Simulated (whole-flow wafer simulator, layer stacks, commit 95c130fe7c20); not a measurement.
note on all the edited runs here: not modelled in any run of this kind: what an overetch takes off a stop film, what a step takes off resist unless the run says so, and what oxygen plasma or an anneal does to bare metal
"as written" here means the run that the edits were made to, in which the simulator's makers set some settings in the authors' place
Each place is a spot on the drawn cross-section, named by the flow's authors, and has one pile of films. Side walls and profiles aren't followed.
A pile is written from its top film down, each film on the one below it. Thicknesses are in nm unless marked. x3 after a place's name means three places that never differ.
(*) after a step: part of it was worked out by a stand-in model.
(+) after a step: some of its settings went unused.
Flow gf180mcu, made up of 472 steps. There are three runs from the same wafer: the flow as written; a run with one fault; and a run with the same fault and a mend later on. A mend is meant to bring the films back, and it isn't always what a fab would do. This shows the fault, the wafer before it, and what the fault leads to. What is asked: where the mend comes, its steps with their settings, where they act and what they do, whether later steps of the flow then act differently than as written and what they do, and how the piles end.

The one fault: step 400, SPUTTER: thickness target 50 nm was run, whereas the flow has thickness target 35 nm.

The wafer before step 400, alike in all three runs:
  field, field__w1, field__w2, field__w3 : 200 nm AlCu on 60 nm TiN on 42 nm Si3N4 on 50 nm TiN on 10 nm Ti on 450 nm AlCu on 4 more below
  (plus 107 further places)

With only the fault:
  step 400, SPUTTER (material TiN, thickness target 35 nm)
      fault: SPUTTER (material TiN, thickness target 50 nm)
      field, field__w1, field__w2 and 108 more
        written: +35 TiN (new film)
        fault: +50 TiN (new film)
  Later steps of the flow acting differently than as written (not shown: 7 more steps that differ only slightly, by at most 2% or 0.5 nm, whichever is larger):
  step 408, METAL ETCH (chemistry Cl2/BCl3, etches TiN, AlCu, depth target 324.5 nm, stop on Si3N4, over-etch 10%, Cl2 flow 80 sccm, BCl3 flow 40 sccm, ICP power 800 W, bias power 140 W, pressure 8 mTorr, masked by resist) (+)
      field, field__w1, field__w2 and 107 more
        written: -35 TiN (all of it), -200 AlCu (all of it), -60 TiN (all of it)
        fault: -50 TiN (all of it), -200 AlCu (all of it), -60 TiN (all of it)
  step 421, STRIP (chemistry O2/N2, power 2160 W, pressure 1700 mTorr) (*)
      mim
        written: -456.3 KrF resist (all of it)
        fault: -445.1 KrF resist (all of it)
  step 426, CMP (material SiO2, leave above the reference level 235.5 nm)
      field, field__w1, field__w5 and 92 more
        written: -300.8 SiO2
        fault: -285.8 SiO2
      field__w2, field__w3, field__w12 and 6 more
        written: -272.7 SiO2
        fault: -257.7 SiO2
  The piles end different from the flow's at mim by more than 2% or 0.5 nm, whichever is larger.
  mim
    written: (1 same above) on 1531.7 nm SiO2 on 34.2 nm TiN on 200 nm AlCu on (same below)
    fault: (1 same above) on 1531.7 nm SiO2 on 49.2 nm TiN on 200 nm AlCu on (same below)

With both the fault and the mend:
  After step 400 comes the mend.
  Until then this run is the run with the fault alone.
  step 400a, METAL ETCH (chemistry Cl2/BCl3, etches TiN, AlCu, Ti, depth target 15 nm, Cl2 flow 80 sccm, BCl3 flow 40 sccm, ICP power 800 W, bias power 140 W, pressure 8 mTorr) (a further turn of the flow's step 260, with different settings)
      field, field__w1, field__w2 and 108 more
        -15 TiN
  Later steps of the flow that are run all act as written at every place that is followed.
  The piles end the same as the flow's at every place that both follow.
